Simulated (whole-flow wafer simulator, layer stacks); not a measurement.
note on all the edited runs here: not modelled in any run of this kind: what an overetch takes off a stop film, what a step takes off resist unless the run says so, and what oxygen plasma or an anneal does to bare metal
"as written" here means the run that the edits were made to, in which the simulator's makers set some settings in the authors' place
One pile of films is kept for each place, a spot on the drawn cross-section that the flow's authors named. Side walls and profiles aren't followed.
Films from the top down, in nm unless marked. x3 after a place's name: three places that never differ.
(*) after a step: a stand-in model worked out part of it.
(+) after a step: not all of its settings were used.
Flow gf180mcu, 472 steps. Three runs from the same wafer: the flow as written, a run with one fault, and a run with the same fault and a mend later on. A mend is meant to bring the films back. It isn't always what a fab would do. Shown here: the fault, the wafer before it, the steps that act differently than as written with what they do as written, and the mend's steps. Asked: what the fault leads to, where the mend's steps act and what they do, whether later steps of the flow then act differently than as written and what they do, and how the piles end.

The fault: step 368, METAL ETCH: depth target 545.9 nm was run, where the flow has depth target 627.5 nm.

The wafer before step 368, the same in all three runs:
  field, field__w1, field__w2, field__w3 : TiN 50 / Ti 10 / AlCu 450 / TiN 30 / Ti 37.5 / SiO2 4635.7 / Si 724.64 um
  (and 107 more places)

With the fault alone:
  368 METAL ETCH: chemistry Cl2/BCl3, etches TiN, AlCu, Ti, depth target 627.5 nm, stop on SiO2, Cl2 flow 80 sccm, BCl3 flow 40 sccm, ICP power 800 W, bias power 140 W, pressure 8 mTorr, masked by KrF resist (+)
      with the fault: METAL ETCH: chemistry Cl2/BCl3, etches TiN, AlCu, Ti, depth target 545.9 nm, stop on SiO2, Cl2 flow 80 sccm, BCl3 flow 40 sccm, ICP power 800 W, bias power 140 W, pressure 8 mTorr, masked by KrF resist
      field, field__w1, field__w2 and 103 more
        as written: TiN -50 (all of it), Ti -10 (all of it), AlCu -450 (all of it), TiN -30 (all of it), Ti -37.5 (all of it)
        with the fault: TiN -50 (all of it), Ti -10 (all of it), AlCu -450 (all of it), TiN -30 (all of it), Ti -5.9
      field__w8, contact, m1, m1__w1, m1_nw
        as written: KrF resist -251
        with the fault: KrF resist -218.4
  Later steps of the flow that act differently than as written:
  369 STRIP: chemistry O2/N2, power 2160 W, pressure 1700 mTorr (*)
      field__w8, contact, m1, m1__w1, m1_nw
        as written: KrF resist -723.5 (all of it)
        with the fault: KrF resist -756.2 (all of it)
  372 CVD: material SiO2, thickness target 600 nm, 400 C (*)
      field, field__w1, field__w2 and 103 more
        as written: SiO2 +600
        with the fault: SiO2 +600 (new film)
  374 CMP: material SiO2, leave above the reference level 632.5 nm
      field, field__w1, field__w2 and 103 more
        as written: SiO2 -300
        with the fault: SiO2 -331.6
  At the end the piles differ from the flow's by more than 2% or 0.5 nm, whichever is larger, at field, field__w1, field__w2 and 104 more.
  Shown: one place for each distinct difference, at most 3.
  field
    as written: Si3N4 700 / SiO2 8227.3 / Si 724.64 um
    with the fault: Si3N4 700 / SiO2 3560 / Ti 31.6 / SiO2 4635.7 / Si 724.64 um
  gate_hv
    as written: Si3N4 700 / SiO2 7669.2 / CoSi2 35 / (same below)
    with the fault: Si3N4 700 / SiO2 3560 / Ti 31.6 / SiO2 4077.6 / CoSi2 35 / (same below)
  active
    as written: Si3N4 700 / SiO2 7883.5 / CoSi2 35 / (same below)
    with the fault: Si3N4 700 / SiO2 3560 / Ti 31.6 / SiO2 4291.9 / CoSi2 35 / (same below)

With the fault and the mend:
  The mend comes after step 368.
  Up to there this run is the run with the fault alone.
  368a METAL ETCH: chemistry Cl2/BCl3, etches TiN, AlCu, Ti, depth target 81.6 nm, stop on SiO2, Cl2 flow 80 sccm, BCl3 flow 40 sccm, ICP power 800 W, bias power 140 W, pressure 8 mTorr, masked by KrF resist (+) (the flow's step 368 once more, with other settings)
      field, field__w1, field__w2 and 103 more
        Ti -31.6 (all of it)
      field__w8, contact, m1, m1__w1, m1_nw
        KrF resist -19
  No later step of the flow acts differently than as written, at any place that is followed, by more than 2% or 0.5 nm, whichever is larger.
  At the end the piles are the same as the flow's at every place that both follow.
